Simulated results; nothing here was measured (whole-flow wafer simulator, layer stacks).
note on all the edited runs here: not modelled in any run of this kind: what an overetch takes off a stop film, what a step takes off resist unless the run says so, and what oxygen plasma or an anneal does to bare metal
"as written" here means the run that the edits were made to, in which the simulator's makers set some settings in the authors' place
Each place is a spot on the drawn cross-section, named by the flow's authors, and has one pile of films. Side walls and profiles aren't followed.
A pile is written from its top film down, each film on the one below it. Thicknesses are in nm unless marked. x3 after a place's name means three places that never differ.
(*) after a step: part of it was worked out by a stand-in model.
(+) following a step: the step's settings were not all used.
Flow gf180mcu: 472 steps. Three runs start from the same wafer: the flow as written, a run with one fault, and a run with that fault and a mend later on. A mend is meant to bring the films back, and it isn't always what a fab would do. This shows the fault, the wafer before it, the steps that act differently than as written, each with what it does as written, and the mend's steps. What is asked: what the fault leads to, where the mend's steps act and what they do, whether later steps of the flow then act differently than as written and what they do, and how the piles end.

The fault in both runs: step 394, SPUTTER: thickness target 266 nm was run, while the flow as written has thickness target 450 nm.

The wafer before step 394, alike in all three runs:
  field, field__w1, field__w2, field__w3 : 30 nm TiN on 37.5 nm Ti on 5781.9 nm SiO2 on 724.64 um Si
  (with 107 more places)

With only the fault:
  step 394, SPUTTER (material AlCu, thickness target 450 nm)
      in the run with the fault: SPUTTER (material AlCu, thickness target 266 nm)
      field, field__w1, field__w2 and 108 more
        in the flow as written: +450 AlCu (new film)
        in the run with the fault: +266 AlCu (new film)
  Steps further on in the flow that do not act as written (1 other step is not shown; it differs only slightly, by no more than 2% or 0.5 nm, whichever is larger):
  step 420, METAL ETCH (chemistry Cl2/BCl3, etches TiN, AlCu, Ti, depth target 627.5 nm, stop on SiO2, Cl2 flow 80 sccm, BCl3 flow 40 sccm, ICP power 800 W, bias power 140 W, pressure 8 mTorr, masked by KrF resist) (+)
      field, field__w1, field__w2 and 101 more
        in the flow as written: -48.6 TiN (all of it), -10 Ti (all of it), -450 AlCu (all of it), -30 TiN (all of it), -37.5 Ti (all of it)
        in the run with the fault: -48.6 TiN (all of it), -10 Ti (all of it), -266 AlCu (all of it), -30 TiN (all of it), -37.5 Ti (all of it)
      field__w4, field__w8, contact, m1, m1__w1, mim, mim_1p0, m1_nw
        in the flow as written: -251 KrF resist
        in the run with the fault: -235.2 KrF resist
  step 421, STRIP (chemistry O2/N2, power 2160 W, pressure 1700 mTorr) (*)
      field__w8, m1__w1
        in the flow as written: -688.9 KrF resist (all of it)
        in the run with the fault: -704.6 KrF resist (all of it)
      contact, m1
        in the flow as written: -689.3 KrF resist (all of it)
        in the run with the fault: -705.1 KrF resist (all of it)
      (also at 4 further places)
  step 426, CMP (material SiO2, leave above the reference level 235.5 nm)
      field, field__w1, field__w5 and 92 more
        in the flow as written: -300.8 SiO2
        in the run with the fault: -484.8 SiO2
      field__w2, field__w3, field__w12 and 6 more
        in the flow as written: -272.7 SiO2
        in the run with the fault: -465 SiO2
  The piles end different from the flow's at field, field__w1, field__w2 and 109 more by more than 2% or 0.5 nm, whichever is larger.
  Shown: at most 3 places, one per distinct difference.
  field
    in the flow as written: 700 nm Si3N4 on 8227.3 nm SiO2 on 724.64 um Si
    in the run with the fault: 700 nm Si3N4 on 8043.3 nm SiO2 on 724.64 um Si
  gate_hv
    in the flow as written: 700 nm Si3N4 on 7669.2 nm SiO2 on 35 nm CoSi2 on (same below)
    in the run with the fault: 700 nm Si3N4 on 7485.2 nm SiO2 on 35 nm CoSi2 on (same below)
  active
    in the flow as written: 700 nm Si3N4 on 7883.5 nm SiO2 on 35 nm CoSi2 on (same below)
    in the run with the fault: 700 nm Si3N4 on 7699.5 nm SiO2 on 35 nm CoSi2 on (same below)

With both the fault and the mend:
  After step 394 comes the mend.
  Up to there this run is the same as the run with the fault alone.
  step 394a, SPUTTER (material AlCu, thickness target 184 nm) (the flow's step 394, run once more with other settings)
      field, field__w1, field__w2 and 108 more
        +184 AlCu
  None of the later steps of the flow acts differently than as written at any place that is followed.
  At every place that both follow, the piles at the end match the flow's.
